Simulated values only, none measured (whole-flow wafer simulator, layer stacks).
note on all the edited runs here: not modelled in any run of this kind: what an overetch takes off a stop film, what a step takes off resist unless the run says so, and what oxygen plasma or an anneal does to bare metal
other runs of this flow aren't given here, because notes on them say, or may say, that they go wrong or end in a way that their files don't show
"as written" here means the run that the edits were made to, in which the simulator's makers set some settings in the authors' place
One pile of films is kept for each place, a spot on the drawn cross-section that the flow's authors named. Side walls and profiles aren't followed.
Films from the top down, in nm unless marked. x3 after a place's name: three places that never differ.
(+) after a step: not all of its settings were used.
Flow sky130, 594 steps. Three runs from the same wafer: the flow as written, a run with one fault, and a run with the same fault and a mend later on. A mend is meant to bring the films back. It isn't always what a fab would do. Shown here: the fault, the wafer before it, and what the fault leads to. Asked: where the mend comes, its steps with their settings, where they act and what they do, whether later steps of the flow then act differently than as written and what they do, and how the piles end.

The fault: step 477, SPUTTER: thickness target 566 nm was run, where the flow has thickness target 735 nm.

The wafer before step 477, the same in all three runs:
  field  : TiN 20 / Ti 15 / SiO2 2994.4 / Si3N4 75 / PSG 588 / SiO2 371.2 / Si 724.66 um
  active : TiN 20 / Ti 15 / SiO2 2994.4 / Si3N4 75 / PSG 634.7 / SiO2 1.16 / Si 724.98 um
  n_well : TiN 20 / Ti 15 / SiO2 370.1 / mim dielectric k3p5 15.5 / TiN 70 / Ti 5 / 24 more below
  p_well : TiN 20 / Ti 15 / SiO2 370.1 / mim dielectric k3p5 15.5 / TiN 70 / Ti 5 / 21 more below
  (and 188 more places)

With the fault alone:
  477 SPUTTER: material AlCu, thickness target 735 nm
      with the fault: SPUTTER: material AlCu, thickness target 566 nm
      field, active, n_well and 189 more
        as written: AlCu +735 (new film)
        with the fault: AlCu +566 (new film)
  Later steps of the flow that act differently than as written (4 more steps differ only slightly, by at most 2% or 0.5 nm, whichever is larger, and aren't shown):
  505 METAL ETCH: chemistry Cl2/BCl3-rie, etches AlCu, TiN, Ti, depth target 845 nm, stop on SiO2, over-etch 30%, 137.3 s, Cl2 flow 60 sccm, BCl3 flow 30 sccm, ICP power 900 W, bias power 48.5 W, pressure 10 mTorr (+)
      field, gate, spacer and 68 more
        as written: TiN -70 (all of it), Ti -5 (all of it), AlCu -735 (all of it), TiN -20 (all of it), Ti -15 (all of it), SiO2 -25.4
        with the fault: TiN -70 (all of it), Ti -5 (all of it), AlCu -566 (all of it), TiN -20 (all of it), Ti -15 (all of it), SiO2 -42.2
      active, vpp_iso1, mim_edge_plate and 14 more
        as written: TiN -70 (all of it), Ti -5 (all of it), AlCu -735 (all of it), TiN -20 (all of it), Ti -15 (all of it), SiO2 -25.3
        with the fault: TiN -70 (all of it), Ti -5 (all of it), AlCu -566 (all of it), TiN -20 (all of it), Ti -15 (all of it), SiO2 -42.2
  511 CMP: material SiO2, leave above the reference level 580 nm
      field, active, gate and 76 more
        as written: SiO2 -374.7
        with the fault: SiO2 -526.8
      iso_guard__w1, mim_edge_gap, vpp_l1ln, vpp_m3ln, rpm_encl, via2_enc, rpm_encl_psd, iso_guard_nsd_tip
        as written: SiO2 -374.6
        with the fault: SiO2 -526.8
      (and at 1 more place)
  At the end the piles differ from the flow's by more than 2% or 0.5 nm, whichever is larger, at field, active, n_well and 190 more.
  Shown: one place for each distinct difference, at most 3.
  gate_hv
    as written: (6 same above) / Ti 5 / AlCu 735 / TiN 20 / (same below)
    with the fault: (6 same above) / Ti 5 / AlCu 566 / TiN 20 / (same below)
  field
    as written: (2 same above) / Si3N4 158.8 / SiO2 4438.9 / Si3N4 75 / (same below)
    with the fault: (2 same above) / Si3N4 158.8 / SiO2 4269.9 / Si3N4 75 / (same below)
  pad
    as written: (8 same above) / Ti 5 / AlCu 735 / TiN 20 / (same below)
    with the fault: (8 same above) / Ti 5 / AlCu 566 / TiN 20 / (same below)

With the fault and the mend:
  The mend comes after step 477.
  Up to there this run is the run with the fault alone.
  477a SPUTTER: material AlCu, thickness target 169 nm (the flow's step 477 once more, with other settings)
      field, active, n_well and 189 more
        AlCu +169
  No later step of the flow acts differently than as written at any place that is followed.
  At the end the piles are the same as the flow's at every place that both follow.
